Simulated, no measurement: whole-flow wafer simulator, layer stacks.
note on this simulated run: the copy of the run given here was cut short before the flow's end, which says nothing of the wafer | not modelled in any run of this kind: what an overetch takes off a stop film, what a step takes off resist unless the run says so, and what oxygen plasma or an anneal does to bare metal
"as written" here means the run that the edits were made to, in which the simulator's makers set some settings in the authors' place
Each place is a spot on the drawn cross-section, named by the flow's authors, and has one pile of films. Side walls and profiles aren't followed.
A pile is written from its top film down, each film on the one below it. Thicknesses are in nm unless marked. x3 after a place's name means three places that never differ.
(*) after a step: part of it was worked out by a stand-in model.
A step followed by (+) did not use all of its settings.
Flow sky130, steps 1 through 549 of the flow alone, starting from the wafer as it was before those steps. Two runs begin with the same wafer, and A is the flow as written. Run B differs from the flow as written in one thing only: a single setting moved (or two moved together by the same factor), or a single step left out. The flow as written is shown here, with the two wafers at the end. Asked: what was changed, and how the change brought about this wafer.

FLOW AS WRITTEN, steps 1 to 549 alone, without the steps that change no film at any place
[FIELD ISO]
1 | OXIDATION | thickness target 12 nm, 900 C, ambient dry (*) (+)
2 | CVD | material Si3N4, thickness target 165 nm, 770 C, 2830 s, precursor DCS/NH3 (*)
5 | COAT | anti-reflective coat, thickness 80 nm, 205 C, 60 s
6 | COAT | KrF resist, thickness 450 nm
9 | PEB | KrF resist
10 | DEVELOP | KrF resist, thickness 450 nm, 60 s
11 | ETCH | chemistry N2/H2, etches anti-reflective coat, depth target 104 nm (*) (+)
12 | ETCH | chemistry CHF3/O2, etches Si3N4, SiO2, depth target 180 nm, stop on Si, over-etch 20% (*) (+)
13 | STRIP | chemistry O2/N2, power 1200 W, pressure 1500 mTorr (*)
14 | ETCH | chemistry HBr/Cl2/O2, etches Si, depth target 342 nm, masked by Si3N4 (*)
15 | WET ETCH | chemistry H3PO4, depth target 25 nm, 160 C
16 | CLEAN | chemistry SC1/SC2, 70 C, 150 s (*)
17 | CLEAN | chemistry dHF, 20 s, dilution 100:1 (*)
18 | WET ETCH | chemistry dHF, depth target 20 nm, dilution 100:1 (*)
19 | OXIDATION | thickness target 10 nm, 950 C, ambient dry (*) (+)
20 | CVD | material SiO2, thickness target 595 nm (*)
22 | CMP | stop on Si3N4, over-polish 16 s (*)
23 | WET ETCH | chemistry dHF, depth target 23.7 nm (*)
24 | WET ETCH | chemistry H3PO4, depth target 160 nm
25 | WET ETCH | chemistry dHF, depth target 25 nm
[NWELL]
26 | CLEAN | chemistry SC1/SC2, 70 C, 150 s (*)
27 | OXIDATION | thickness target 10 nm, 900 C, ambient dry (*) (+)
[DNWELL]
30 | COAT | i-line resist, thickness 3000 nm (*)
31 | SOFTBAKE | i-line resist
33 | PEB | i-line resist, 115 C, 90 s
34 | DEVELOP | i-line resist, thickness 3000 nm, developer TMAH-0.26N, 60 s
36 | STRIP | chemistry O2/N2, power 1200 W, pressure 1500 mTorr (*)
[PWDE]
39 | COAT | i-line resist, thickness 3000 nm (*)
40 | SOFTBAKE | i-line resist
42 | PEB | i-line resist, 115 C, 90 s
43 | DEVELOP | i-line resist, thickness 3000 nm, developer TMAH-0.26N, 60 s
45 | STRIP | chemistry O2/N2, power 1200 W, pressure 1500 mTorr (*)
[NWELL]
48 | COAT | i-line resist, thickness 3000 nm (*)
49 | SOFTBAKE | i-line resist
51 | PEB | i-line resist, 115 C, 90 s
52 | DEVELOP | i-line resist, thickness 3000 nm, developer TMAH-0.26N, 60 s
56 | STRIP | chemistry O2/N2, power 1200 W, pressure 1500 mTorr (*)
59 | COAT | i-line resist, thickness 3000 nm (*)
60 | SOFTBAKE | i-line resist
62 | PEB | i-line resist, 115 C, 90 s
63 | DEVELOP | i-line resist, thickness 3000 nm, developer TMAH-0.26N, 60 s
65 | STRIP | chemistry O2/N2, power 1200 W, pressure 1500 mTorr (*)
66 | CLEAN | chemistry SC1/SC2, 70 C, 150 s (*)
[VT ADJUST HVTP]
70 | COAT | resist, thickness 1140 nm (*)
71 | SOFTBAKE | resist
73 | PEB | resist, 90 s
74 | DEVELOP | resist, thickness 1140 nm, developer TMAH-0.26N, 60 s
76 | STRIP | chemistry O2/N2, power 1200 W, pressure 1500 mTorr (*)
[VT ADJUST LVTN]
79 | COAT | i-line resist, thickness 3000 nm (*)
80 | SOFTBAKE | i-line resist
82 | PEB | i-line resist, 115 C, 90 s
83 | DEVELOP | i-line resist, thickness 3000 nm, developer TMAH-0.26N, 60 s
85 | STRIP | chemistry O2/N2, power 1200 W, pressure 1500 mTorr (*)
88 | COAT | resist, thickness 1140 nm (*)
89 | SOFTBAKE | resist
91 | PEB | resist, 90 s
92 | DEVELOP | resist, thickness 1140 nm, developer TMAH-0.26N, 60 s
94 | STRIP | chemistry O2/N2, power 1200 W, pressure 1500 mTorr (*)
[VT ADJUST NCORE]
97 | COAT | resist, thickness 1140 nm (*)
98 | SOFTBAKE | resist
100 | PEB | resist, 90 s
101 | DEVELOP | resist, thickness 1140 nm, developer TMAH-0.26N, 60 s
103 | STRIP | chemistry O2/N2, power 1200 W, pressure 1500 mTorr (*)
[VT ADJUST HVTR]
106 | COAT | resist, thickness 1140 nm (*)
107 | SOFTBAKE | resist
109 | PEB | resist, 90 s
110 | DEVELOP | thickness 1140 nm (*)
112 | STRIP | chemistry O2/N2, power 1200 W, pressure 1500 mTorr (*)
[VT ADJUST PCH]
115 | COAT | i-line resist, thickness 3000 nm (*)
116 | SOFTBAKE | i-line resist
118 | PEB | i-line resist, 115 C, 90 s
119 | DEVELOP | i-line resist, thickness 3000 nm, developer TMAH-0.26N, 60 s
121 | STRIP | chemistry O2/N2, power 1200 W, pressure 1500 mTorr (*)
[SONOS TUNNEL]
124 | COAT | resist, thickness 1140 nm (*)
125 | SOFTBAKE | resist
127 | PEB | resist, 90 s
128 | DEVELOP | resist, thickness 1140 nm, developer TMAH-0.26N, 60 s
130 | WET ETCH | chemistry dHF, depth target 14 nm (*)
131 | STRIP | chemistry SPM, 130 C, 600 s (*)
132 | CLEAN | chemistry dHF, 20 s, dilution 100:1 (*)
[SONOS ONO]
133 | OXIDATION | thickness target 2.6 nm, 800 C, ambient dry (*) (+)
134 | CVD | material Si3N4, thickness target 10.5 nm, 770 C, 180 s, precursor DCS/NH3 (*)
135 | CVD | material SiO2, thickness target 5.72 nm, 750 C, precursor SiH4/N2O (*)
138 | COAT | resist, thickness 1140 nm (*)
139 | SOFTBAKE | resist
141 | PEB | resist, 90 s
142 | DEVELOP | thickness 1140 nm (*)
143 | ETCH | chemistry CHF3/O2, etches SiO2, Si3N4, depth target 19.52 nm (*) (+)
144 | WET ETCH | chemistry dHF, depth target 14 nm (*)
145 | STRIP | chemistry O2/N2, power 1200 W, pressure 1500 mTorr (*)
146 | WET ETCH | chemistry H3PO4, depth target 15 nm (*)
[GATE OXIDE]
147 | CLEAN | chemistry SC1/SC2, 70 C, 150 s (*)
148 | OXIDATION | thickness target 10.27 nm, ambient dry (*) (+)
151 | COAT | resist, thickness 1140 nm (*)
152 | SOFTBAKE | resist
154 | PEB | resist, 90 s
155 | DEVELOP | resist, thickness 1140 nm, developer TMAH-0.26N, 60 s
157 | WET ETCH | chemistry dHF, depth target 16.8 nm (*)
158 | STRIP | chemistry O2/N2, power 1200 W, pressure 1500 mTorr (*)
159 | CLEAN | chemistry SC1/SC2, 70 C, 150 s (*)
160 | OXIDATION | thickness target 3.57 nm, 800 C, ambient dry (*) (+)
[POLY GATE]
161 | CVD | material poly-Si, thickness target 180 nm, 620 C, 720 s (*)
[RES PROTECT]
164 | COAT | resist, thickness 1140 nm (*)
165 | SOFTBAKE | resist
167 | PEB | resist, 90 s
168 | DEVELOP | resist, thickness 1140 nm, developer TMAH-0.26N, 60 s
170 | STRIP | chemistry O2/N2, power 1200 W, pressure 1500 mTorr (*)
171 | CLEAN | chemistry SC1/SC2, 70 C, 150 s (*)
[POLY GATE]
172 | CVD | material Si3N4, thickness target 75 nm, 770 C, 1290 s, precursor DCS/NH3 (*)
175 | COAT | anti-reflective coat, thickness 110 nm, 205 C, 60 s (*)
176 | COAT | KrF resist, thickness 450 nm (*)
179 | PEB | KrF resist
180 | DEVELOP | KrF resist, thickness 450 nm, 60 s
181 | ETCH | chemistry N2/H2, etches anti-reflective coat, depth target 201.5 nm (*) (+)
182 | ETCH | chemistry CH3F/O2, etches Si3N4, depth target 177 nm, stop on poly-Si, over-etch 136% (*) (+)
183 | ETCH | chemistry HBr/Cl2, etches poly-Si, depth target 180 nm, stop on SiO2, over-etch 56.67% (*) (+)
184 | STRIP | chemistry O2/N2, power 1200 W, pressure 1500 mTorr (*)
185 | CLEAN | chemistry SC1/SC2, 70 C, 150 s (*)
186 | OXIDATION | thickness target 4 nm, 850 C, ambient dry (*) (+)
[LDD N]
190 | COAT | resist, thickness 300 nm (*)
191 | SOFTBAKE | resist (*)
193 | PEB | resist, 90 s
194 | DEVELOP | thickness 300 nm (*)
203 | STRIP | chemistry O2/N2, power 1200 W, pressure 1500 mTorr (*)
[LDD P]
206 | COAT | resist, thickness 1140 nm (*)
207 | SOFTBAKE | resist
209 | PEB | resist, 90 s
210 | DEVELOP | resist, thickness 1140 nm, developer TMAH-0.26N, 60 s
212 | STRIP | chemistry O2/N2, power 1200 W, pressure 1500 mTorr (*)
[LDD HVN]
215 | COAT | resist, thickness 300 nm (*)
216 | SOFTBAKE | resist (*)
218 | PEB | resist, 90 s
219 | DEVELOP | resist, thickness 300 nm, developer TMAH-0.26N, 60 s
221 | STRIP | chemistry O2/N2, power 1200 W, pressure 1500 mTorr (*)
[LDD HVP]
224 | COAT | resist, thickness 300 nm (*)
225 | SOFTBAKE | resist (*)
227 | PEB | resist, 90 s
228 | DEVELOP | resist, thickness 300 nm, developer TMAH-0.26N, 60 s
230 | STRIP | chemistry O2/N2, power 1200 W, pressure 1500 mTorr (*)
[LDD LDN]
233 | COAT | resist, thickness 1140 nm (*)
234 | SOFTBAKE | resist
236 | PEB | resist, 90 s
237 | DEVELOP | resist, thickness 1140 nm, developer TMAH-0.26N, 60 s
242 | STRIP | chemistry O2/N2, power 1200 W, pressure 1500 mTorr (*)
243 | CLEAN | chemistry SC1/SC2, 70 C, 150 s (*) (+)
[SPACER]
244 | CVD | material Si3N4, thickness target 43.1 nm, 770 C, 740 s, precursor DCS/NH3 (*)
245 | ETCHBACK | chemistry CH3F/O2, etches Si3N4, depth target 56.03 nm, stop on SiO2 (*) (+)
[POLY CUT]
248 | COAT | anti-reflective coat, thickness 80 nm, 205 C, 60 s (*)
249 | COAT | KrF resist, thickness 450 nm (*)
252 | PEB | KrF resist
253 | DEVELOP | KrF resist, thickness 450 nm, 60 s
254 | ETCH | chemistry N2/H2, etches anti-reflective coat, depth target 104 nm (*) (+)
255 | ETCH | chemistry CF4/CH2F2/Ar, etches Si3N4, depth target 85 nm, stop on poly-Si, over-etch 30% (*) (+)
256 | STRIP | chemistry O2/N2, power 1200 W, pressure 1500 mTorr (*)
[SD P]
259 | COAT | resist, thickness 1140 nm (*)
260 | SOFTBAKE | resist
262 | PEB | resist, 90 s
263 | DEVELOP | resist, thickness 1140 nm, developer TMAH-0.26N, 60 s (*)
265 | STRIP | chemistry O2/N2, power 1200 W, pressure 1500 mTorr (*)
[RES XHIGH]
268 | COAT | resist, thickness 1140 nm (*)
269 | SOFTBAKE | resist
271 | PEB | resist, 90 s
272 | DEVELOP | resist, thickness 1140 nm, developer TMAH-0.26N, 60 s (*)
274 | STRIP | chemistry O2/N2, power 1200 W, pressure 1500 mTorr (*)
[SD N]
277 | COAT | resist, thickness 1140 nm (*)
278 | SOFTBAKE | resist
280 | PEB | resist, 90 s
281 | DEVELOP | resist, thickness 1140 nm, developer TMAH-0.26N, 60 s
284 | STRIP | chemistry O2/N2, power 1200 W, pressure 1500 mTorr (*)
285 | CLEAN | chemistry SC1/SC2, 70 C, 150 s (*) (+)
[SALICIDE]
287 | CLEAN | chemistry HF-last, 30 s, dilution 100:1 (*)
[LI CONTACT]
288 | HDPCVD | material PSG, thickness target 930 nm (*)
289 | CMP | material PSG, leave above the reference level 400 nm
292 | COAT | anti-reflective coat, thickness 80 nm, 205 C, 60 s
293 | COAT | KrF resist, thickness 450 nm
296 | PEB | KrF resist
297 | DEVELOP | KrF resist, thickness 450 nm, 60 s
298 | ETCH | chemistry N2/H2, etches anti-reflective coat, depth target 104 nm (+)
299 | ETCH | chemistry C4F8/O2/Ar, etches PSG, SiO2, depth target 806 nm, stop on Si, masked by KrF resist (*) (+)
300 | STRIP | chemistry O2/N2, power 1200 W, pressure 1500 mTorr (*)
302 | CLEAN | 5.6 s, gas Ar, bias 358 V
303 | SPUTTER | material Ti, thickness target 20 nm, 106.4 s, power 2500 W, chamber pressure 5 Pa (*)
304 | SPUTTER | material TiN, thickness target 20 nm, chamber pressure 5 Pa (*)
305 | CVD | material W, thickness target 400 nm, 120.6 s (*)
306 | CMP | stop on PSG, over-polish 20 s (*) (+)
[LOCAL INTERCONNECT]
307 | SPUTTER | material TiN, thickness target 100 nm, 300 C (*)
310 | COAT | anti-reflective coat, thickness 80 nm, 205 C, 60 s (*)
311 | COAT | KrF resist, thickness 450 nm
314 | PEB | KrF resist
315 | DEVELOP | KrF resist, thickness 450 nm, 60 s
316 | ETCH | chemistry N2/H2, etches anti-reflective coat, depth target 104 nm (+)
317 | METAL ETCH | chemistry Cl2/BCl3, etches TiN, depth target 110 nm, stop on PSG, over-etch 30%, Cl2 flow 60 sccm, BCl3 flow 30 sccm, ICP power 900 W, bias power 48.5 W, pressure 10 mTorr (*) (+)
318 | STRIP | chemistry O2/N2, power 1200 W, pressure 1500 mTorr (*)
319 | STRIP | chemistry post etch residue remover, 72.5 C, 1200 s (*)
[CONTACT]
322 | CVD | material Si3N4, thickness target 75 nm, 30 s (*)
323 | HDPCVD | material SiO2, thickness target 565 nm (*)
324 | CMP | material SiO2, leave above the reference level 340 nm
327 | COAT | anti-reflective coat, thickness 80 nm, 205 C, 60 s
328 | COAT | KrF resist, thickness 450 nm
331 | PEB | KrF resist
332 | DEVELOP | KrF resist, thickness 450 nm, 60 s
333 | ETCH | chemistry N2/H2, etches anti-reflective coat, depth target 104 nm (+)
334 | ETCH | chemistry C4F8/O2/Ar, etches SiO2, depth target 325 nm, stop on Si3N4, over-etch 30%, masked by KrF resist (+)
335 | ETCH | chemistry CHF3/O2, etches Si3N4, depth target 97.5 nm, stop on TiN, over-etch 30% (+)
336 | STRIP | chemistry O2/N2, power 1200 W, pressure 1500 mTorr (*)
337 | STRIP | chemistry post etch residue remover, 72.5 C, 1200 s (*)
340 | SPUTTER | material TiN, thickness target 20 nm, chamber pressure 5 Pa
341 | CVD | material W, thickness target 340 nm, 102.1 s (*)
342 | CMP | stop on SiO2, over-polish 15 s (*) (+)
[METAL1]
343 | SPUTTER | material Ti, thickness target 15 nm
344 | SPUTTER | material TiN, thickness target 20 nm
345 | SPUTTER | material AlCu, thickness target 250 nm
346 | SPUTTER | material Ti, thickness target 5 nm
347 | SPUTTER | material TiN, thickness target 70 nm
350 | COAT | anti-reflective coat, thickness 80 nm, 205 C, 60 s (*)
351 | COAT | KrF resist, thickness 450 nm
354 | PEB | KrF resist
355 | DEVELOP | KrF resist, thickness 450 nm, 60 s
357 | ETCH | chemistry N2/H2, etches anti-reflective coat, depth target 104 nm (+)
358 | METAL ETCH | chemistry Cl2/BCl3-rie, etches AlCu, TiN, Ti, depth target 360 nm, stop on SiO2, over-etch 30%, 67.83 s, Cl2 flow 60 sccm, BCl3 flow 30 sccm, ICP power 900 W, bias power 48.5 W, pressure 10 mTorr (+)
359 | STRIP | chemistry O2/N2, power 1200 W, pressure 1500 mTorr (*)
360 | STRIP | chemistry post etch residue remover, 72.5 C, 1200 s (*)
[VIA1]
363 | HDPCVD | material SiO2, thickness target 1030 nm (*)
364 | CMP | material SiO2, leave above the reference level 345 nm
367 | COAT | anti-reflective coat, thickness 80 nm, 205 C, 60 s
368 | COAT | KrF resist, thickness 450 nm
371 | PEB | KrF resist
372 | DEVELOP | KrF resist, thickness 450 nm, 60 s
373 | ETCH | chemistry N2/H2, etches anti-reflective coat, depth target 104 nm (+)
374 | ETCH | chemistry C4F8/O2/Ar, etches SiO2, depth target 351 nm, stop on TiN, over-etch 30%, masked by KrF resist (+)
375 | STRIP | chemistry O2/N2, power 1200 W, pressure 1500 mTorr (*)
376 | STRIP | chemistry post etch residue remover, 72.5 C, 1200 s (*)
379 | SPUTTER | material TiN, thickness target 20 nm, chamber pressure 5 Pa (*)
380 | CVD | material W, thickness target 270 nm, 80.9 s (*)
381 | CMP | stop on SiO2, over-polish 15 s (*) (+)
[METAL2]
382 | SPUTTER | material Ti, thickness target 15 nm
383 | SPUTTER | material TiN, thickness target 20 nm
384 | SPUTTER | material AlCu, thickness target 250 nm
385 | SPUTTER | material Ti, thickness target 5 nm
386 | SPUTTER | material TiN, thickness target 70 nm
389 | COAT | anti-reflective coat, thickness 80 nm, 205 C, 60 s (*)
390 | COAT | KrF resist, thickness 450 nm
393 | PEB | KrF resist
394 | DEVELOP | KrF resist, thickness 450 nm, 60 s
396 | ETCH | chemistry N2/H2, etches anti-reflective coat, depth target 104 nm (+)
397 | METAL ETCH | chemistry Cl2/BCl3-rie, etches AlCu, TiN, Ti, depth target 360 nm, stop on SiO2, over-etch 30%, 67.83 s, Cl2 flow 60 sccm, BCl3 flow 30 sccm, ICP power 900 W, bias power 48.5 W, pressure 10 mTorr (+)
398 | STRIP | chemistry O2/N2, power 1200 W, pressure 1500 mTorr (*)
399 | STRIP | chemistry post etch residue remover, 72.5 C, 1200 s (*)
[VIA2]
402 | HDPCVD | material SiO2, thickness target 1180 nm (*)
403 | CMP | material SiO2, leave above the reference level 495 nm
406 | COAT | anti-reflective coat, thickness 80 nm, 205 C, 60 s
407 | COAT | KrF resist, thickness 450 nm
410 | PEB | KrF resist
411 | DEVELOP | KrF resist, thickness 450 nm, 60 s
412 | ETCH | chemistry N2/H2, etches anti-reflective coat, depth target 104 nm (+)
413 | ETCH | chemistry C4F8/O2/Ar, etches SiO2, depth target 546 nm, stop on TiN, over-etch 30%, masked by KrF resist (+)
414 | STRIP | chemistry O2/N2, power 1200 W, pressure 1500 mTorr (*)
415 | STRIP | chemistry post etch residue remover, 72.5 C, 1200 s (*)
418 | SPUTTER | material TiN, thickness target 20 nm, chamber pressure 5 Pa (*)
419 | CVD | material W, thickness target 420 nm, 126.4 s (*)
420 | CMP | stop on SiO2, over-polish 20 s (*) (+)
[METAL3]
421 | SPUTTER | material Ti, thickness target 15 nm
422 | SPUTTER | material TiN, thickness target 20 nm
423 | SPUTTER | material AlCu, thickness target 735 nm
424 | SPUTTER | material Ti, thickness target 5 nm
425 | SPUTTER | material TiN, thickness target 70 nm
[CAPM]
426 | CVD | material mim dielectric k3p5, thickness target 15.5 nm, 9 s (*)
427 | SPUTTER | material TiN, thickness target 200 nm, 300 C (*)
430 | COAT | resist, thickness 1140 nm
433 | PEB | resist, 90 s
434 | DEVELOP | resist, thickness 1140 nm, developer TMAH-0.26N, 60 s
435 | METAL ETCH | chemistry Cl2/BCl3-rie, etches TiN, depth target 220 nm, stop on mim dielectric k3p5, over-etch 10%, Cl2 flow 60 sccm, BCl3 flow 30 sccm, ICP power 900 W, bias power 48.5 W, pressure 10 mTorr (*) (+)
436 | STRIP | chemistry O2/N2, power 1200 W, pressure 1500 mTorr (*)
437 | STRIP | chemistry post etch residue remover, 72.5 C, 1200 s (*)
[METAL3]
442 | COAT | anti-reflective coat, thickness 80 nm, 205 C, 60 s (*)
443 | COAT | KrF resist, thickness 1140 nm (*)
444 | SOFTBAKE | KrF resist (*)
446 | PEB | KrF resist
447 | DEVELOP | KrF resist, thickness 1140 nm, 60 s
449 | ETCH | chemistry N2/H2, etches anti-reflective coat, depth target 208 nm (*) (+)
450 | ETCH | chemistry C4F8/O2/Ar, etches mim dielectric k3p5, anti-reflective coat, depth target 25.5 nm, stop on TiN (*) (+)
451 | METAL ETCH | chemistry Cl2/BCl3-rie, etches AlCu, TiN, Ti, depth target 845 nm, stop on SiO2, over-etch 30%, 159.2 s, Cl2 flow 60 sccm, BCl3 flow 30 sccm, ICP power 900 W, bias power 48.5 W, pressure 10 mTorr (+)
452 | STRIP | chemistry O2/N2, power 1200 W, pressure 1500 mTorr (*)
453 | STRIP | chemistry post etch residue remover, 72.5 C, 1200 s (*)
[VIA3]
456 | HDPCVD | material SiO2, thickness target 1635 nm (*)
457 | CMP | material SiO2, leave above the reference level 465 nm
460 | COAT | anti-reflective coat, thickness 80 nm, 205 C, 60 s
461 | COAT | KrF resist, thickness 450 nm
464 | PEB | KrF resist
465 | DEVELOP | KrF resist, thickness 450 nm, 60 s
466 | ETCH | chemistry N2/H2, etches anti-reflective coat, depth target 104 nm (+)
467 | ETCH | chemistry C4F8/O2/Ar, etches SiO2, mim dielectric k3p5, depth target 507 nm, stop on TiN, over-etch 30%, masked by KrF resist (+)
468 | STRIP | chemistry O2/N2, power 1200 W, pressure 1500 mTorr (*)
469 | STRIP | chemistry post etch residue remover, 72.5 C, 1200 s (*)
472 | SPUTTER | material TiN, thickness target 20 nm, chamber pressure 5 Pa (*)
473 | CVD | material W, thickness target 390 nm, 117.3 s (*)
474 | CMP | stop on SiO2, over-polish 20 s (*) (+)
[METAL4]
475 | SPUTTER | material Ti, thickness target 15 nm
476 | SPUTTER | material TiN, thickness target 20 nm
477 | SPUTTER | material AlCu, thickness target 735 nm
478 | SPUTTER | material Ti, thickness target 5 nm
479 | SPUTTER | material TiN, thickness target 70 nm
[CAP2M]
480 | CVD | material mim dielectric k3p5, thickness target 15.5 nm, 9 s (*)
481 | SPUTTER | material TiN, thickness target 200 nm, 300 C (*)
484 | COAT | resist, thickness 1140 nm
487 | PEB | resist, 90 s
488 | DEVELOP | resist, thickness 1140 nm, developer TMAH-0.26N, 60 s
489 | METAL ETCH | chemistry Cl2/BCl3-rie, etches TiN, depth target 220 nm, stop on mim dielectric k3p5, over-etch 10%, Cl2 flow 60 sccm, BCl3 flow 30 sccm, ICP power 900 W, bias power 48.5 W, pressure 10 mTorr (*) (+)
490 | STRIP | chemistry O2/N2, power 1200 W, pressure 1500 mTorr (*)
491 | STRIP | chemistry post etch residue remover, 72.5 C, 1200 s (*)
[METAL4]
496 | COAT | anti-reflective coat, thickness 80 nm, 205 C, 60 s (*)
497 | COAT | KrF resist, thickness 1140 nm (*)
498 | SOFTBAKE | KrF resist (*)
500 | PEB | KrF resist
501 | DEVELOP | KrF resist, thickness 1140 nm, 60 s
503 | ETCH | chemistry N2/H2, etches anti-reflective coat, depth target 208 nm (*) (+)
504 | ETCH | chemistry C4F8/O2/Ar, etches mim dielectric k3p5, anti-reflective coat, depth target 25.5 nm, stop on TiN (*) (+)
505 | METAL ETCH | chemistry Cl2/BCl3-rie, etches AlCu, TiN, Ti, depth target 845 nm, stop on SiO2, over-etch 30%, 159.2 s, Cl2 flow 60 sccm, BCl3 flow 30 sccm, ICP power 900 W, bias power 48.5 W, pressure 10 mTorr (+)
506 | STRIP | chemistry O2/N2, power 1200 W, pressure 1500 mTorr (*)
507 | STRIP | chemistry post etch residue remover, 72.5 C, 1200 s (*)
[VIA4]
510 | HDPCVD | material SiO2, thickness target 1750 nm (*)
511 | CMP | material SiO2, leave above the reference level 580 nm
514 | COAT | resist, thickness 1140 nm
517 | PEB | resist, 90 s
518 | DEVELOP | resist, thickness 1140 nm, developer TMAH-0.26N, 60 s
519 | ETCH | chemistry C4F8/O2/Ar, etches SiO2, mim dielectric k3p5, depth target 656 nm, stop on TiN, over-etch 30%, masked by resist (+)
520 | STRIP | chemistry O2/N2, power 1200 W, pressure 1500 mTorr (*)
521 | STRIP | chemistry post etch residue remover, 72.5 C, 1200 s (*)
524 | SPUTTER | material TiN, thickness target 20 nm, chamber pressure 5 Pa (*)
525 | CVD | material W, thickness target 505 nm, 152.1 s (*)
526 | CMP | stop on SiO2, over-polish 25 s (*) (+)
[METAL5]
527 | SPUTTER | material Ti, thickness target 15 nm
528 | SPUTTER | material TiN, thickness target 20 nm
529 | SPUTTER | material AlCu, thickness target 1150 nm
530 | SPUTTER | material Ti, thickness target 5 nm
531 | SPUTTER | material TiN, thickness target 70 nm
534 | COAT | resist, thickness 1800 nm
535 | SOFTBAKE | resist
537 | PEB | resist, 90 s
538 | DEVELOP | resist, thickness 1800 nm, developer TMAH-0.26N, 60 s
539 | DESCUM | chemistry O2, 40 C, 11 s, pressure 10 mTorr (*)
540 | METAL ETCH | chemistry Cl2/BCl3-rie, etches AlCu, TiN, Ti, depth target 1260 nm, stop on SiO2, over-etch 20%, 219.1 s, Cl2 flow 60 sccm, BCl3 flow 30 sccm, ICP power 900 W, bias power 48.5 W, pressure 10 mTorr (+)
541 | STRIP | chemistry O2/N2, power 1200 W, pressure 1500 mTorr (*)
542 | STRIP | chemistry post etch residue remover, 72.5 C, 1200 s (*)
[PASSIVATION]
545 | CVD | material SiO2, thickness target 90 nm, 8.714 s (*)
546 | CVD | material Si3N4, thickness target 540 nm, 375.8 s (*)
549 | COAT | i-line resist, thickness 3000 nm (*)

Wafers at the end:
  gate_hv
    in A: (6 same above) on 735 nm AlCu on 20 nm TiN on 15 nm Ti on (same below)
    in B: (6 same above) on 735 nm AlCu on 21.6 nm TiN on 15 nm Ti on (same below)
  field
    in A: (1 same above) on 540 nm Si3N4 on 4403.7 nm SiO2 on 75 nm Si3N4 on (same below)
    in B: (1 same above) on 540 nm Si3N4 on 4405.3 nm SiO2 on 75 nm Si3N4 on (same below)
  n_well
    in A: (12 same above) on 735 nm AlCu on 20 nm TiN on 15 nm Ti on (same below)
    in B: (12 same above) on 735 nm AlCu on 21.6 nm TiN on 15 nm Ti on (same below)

Cause: step 476, SPUTTER: thickness target 21.6 nm was run, though the flow has thickness target 20 nm.
The wafer lets one read it off: gate_hv has TiN 21.6, and step 476 as written asks for 20 nm.

How this came from the change, step by step:
  476 | SPUTTER | material TiN, thickness target 20 nm
      field, active, n_well and 189 more: A TiN gains 20 (new film) | B TiN gains 21.6 (new film)
  505 | METAL ETCH | chemistry Cl2/BCl3-rie, etches AlCu, TiN, Ti, depth target 845 nm, stop on SiO2, over-etch 30%, 159.2 s, Cl2 flow 60 sccm, BCl3 flow 30 sccm, ICP power 900 W, bias power 48.5 W, pressure 10 mTorr (+)
      field, active, gate and 70 more: A TiN loses 70 (all of it), Ti loses 5 (all of it), AlCu loses 735 (all of it), TiN loses 20 (all of it), Ti loses 15 (all of it), SiO2 loses 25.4 | B TiN loses 70 (all of it), Ti loses 5 (all of it), AlCu loses 735 (all of it), TiN loses 21.6 (all of it), Ti loses 15 (all of it), SiO2 loses 25.2
      vpp_iso1, mim_edge_plate, m1_ln and 12 more: A TiN loses 70 (all of it), Ti loses 5 (all of it), AlCu loses 735 (all of it), TiN loses 20 (all of it), Ti loses 15 (all of it), SiO2 loses 25.3 | B TiN loses 70 (all of it), Ti loses 5 (all of it), AlCu loses 735 (all of it), TiN loses 21.6 (all of it), Ti loses 15 (all of it), SiO2 loses 25.2
